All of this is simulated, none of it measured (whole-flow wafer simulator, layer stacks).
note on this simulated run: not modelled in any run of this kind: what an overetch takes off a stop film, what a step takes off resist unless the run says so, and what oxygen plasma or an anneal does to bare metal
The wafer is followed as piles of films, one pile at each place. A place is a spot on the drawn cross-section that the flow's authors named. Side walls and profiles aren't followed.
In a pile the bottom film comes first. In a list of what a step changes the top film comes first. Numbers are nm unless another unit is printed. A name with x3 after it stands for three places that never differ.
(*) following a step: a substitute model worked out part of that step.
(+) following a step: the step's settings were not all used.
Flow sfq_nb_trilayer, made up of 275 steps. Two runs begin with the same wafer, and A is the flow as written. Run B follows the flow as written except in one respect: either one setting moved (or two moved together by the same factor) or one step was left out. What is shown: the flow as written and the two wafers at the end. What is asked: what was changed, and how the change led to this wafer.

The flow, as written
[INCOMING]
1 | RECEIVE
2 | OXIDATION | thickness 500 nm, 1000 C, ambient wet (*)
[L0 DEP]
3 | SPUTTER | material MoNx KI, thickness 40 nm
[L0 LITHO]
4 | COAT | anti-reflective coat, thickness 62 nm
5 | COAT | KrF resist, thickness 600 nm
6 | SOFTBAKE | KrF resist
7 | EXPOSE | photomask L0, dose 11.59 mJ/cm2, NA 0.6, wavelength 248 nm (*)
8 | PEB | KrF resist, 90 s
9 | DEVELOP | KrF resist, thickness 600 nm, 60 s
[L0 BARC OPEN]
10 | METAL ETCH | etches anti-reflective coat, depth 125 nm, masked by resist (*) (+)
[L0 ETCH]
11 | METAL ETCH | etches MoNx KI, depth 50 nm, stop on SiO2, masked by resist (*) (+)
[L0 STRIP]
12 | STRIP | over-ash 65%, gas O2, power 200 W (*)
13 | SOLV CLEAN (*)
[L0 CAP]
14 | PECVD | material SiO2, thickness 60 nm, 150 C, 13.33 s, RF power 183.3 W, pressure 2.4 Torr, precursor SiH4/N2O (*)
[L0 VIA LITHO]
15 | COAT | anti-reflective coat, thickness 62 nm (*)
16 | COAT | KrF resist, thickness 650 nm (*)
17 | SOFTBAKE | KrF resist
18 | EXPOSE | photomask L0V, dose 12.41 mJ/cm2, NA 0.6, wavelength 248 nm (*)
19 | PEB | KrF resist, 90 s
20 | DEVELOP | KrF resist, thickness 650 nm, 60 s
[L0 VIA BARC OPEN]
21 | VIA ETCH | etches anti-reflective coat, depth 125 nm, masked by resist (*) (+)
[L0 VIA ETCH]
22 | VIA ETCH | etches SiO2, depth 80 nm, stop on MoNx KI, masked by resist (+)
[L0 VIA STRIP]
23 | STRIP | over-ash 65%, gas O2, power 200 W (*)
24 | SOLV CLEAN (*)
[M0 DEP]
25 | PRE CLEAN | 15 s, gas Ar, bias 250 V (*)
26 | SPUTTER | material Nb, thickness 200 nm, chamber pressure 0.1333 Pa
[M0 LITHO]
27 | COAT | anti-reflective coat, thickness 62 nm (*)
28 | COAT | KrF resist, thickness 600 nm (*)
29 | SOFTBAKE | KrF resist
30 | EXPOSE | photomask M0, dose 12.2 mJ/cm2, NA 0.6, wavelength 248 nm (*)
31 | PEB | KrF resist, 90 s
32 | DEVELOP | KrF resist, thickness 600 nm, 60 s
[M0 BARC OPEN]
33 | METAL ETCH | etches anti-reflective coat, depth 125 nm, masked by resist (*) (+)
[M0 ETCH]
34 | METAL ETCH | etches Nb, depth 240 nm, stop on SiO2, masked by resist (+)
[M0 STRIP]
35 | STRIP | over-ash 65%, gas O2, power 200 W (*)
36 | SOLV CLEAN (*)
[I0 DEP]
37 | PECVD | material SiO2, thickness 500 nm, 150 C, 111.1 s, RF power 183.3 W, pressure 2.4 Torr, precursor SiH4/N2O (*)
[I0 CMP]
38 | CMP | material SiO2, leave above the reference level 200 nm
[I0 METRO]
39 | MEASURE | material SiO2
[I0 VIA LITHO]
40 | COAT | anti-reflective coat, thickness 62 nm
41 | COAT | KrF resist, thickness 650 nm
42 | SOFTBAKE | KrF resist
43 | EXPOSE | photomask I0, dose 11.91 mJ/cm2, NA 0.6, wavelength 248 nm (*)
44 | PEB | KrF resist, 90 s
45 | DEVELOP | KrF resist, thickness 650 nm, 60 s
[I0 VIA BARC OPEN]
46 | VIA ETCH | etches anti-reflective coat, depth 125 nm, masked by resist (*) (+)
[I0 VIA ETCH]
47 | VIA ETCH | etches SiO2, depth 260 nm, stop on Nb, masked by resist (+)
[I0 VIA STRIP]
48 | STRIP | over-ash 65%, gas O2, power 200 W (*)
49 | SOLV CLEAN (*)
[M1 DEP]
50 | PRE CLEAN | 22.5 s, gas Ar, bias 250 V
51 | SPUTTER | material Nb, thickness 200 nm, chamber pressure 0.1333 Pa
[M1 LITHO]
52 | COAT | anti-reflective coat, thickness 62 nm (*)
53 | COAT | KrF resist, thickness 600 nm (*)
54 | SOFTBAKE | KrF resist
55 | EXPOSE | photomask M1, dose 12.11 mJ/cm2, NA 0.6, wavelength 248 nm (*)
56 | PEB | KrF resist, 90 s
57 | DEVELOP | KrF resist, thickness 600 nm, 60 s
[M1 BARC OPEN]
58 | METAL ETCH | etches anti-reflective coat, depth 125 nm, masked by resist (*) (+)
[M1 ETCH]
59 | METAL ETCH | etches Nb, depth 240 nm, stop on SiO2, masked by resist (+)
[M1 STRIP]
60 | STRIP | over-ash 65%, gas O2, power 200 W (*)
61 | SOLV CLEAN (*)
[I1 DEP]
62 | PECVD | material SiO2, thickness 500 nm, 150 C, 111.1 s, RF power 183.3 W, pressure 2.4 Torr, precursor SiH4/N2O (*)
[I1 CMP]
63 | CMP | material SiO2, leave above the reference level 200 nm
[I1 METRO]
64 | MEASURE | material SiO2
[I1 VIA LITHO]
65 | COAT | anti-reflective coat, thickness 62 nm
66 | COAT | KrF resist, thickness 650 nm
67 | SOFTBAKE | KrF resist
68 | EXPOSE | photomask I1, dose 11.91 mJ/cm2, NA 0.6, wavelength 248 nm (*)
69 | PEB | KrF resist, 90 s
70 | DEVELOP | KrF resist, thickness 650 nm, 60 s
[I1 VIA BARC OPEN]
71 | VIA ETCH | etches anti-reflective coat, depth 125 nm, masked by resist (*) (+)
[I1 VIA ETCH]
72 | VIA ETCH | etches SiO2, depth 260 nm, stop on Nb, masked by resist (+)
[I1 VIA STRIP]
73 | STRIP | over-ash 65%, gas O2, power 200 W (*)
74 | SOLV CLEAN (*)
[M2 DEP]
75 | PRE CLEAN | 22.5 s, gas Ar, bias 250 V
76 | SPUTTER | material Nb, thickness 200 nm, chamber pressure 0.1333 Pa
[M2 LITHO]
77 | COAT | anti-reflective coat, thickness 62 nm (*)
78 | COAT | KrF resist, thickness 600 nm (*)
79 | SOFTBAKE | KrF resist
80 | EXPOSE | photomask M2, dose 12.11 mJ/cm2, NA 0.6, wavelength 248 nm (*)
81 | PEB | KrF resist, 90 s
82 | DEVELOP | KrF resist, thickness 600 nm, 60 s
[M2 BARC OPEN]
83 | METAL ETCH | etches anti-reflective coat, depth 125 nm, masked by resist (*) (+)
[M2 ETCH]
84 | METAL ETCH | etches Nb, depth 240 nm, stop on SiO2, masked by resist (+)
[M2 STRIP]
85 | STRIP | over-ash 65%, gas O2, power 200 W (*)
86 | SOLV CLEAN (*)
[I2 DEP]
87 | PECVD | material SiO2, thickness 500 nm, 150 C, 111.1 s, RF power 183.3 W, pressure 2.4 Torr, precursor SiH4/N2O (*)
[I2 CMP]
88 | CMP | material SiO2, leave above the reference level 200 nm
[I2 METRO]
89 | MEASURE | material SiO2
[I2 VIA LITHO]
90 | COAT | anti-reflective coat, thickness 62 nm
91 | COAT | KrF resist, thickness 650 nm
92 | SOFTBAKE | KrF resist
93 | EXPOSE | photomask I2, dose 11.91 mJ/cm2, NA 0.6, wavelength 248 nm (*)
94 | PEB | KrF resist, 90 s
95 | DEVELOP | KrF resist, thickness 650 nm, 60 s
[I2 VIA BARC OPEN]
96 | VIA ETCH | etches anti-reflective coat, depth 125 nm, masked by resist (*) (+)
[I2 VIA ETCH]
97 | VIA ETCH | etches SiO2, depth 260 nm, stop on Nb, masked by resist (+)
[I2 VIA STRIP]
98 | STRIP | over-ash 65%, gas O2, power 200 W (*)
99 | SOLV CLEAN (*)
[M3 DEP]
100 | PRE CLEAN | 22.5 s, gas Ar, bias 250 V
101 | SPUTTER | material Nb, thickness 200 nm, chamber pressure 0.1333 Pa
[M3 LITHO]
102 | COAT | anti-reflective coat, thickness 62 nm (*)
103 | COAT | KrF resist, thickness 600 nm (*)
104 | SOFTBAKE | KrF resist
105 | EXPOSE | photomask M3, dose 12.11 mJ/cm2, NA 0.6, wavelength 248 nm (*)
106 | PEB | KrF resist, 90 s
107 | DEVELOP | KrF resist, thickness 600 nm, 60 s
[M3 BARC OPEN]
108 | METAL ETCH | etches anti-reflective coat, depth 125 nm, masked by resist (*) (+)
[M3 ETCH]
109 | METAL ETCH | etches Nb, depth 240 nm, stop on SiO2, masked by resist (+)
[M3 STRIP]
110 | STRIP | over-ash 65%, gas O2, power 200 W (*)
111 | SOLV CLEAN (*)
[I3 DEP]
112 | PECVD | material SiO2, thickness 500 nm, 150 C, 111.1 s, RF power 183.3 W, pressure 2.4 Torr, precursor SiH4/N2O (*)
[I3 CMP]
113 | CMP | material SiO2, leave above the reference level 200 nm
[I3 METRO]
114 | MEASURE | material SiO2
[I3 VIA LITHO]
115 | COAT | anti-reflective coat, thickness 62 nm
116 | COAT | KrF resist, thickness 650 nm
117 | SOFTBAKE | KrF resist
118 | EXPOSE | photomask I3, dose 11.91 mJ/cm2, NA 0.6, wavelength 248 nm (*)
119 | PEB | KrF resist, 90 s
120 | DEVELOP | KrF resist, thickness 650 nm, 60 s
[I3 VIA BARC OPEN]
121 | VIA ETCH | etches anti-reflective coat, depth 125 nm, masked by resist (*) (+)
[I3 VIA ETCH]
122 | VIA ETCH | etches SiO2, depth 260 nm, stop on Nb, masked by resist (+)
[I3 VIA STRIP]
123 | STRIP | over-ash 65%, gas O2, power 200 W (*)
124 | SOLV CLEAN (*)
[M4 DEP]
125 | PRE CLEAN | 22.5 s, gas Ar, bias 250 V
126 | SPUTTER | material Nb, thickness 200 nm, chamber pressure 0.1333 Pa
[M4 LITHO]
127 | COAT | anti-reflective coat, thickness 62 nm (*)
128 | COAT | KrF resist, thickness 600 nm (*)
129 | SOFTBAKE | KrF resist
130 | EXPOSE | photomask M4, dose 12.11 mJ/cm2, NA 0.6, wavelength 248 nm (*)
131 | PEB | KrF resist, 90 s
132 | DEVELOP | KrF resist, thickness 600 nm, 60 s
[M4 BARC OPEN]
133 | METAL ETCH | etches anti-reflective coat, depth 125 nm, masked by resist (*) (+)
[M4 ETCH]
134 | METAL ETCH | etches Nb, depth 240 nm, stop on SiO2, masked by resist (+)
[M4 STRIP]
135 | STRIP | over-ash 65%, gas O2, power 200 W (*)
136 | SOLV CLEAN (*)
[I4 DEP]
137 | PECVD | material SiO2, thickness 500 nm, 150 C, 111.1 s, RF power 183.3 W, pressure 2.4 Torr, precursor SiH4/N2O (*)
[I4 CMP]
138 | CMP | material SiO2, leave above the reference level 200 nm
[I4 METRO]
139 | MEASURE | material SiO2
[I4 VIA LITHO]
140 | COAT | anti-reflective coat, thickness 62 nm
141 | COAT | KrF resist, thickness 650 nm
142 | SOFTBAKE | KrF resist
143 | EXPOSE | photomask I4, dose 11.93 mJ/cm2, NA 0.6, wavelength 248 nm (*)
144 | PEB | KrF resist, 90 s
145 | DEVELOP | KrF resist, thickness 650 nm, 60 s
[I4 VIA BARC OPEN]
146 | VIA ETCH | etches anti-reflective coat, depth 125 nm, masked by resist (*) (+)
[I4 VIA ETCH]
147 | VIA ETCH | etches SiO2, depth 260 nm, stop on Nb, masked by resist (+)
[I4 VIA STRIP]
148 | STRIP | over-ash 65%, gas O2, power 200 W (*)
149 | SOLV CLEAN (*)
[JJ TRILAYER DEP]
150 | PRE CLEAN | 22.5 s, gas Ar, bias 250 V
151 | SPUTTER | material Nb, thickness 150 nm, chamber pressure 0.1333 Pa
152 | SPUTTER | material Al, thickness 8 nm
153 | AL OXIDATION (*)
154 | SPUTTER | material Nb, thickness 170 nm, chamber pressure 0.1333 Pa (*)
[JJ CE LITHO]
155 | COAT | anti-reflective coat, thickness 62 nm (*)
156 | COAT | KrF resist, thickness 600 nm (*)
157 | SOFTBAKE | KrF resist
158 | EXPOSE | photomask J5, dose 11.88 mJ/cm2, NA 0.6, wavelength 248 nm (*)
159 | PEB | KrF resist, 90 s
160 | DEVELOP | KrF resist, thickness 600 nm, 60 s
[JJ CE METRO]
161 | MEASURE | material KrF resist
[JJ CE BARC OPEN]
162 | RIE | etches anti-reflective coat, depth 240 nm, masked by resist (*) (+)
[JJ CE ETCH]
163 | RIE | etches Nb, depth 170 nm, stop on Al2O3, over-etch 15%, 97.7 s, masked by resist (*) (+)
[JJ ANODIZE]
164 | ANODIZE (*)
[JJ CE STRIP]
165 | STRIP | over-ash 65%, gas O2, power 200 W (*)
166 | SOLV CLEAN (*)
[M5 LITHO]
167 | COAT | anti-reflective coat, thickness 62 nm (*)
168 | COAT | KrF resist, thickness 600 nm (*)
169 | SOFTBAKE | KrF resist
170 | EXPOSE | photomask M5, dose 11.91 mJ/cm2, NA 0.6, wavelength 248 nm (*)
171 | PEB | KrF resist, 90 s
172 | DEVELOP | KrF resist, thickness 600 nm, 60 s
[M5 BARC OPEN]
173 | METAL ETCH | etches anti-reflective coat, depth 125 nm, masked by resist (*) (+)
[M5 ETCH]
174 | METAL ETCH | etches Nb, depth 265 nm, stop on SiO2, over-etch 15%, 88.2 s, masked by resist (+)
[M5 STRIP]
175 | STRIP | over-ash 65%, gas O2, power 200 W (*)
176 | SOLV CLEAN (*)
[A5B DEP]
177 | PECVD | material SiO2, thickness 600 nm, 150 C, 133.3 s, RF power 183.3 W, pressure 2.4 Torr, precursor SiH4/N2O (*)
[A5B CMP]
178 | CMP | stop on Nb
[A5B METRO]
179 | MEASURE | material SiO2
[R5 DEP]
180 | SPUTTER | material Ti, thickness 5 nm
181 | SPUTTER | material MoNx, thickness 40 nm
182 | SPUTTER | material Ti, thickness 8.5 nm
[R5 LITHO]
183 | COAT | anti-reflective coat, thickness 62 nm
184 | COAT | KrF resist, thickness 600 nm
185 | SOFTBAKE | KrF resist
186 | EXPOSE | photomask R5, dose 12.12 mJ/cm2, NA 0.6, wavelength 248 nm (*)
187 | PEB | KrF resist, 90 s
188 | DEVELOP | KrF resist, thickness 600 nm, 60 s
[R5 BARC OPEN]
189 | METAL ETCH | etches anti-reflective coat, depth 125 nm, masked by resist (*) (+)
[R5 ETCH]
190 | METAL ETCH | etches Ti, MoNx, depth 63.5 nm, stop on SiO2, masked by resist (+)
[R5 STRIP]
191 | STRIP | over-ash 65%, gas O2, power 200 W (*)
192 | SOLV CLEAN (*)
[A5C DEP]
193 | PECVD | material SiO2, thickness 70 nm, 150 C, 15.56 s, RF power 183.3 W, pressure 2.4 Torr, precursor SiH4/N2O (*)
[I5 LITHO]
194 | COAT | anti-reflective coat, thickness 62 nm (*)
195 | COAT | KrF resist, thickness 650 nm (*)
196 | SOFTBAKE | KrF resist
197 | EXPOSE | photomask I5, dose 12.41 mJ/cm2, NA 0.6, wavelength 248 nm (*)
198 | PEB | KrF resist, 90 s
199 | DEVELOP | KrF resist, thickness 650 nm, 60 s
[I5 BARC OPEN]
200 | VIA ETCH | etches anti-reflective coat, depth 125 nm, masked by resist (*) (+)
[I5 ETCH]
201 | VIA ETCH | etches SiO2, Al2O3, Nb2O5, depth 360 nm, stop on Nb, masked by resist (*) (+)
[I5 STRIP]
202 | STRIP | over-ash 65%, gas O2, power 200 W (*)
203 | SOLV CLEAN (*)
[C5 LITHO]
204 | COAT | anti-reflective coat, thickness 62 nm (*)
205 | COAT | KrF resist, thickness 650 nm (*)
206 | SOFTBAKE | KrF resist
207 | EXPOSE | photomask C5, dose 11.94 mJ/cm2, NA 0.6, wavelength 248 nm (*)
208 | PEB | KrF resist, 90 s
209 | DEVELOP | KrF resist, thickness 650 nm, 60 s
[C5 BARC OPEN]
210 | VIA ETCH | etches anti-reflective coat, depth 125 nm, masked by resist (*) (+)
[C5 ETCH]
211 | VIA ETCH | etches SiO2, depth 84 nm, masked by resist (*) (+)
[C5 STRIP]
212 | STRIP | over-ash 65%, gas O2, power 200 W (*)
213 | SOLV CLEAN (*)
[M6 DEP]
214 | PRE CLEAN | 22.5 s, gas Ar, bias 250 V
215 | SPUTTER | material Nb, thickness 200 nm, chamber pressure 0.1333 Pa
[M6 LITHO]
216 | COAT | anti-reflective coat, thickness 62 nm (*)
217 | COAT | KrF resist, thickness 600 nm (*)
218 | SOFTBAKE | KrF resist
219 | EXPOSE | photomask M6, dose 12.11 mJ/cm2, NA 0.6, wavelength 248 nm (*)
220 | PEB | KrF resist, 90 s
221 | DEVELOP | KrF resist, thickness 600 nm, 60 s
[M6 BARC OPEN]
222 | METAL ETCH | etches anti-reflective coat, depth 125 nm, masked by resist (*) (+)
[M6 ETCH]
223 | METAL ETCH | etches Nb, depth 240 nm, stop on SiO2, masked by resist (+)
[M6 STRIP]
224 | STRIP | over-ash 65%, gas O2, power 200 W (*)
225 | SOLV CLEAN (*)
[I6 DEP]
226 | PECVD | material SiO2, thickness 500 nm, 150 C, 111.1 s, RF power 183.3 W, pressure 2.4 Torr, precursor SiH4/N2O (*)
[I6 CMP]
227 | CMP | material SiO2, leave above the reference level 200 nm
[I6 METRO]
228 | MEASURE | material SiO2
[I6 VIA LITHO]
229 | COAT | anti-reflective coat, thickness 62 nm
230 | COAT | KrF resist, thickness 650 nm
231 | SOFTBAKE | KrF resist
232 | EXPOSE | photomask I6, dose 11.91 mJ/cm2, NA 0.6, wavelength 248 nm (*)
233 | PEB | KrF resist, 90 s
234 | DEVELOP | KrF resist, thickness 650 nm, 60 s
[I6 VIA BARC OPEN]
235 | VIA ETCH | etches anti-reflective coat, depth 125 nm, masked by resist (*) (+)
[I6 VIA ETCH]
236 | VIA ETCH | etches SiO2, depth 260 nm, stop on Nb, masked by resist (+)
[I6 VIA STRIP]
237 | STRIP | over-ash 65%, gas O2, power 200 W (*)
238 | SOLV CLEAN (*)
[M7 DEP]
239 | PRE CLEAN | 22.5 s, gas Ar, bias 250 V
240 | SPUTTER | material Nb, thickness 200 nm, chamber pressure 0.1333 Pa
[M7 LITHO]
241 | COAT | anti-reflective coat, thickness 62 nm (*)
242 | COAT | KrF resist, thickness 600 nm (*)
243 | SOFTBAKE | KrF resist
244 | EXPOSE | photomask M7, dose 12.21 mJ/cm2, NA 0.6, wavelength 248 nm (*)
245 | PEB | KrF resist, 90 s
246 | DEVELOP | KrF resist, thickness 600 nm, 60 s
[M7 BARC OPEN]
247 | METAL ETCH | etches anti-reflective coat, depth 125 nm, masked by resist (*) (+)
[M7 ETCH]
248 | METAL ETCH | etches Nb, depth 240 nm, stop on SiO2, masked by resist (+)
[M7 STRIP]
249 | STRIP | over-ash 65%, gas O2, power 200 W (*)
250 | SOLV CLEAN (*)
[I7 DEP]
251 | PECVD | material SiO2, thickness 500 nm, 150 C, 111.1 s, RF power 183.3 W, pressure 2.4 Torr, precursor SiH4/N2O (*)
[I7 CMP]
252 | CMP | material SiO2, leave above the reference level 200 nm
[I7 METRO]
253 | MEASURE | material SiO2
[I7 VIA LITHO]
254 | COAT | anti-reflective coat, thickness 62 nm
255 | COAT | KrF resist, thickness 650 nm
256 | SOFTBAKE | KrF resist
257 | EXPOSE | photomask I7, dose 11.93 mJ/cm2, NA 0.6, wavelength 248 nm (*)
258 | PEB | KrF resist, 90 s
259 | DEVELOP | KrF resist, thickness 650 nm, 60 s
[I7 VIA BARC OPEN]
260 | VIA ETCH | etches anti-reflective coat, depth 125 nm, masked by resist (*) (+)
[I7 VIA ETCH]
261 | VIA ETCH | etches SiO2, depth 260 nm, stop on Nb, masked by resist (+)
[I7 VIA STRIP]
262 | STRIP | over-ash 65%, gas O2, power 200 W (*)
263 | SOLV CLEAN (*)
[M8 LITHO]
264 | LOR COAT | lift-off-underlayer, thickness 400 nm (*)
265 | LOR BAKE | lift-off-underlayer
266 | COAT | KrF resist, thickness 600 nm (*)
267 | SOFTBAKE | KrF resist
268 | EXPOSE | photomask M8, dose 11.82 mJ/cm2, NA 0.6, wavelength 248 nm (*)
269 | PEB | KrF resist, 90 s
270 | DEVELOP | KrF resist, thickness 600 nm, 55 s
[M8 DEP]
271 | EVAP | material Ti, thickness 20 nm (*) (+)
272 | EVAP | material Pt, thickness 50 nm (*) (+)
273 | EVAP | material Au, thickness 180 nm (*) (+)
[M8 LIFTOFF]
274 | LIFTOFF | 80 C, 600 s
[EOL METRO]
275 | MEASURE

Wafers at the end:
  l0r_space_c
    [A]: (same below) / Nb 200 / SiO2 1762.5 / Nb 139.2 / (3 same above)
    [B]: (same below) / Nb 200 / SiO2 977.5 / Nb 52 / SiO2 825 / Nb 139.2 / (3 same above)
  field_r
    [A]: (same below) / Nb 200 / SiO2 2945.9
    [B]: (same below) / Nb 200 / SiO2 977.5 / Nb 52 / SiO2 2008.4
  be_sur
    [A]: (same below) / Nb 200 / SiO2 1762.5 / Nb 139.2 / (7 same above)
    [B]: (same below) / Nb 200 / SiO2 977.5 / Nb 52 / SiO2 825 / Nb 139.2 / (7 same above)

What caused this: step 101, SPUTTER: thickness 292 nm was run, whereas the flow has thickness 200 nm.

Step by step, how the change led to this:
  101 | SPUTTER | material Nb, thickness 200 nm, chamber pressure 0.1333 Pa
      field_l, v_sur, via_wl and 102 more: A Nb gains 200 (new film) | B Nb gains 292 (new film)
      via_w: A Nb gains 165.5 | B Nb gains 243
  102 | COAT | anti-reflective coat, thickness 62 nm (*)
      via_wl, via_wr: A anti-reflective coat gains 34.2 (new film) | B anti-reflective coat gains 32.9 (new film)
  109 | METAL ETCH | etches Nb, depth 240 nm, stop on SiO2, masked by resist (+)
      field_l, be, be_sur and 72 more: A Nb loses 200 (all of it) | B Nb loses 240
  110 | STRIP | over-ash 65%, gas O2, power 200 W (*)
      via_wl, via_wr: A KrF resist loses 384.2 (all of it), anti-reflective coat loses 34.2 (all of it) | B KrF resist loses 383.7 (all of it), anti-reflective coat loses 32.9 (all of it)
  112 | PECVD | material SiO2, thickness 500 nm, 150 C, 111.1 s, RF power 183.3 W, pressure 2.4 Torr, precursor SiH4/N2O (*)
      field_l, be, be_sur and 64 more: A SiO2 gains 500 | B SiO2 gains 500 (new film)
      p4_g1, p4_g2, p3_s0, p3_s1, p3_s2, p3_s3, p3_s4, p3_s5: A SiO2 gains 557.1 | B SiO2 gains 597.1 (new film)
  113 | CMP | material SiO2, leave above the reference level 200 nm
      field_l, be, be_sur and 64 more: A SiO2 loses 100 | B SiO2 loses 60
      via_w: A SiO2 loses 181.6 | B SiO2 loses 157.1
With metal films that touch counted as one body, l0r_space_c has 3 bodies (between them, from the top down: SiO2 825; SiO2 977.5); the flow as written gives 2 bodies (between them, from the top down: SiO2 1762.5).
With metal films that touch counted as one body, field_r has 2 bodies (between them, from the top down: SiO2 977.5); the flow as written gives 1 body.
With metal films that touch counted as one body, be_sur has 5 bodies (between them, from the top down: SiO2 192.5; SiO2 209 / Al2O3 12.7 / Nb2O5 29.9; SiO2 825; SiO2 977.5); the flow as written gives 4 bodies (between them, from the top down: SiO2 192.5; SiO2 209 / Al2O3 12.7 / Nb2O5 29.9; SiO2 1762.5).
